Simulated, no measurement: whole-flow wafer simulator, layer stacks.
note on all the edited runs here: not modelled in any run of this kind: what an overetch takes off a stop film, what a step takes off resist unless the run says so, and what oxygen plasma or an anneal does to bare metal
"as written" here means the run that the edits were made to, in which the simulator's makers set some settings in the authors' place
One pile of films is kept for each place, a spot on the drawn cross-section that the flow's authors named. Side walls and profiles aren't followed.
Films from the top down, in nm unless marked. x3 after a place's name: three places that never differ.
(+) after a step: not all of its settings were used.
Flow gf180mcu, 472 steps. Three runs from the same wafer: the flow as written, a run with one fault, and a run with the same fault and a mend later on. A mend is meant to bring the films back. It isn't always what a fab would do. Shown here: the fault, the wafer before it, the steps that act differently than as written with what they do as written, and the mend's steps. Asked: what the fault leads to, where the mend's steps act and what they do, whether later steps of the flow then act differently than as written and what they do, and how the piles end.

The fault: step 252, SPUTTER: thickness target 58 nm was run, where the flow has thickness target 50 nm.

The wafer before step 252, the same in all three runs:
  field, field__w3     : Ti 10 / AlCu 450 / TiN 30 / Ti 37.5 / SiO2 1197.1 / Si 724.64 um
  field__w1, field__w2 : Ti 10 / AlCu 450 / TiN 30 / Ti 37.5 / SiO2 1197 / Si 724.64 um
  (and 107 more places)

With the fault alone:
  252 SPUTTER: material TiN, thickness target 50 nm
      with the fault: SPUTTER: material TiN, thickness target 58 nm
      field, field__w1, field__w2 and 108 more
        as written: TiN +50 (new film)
        with the fault: TiN +58 (new film)
  Later steps of the flow that act differently than as written (6 more steps differ only slightly, by at most 2% or 0.5 nm, whichever is larger, and aren't shown):
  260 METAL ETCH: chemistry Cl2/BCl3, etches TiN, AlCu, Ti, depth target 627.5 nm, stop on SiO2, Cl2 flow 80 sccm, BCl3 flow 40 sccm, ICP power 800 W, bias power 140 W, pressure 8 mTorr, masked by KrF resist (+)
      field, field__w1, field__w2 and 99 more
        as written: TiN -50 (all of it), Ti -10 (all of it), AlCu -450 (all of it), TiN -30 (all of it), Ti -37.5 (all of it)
        with the fault: TiN -58 (all of it), Ti -10 (all of it), AlCu -450 (all of it), TiN -30 (all of it), Ti -37.5 (all of it)
  At the end the piles differ from the flow's by more than 2% or 0.5 nm, whichever is larger, at field__w8, contact, m1 and 6 more.
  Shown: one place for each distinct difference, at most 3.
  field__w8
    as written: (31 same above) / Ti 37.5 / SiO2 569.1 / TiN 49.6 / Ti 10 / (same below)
    with the fault: (31 same above) / Ti 37.5 / SiO2 561.1 / TiN 57.6 / Ti 10 / (same below)
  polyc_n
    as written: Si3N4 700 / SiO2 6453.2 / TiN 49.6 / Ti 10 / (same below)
    with the fault: Si3N4 700 / SiO2 6445.2 / TiN 57.6 / Ti 10 / (same below)
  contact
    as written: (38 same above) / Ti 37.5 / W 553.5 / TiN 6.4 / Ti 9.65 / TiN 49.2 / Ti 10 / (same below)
    with the fault: (38 same above) / Ti 37.5 / W 545.4 / TiN 6.43 / Ti 9.7 / TiN 57.2 / Ti 10 / (same below)

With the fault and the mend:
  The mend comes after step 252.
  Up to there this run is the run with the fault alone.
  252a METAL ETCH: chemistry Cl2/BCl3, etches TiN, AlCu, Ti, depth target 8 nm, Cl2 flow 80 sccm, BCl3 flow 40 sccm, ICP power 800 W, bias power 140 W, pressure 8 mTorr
      field, field__w1, field__w2 and 108 more
        TiN -8
  No later step of the flow acts differently than as written at any place that is followed.
  At the end the piles are the same as the flow's at every place that both follow.
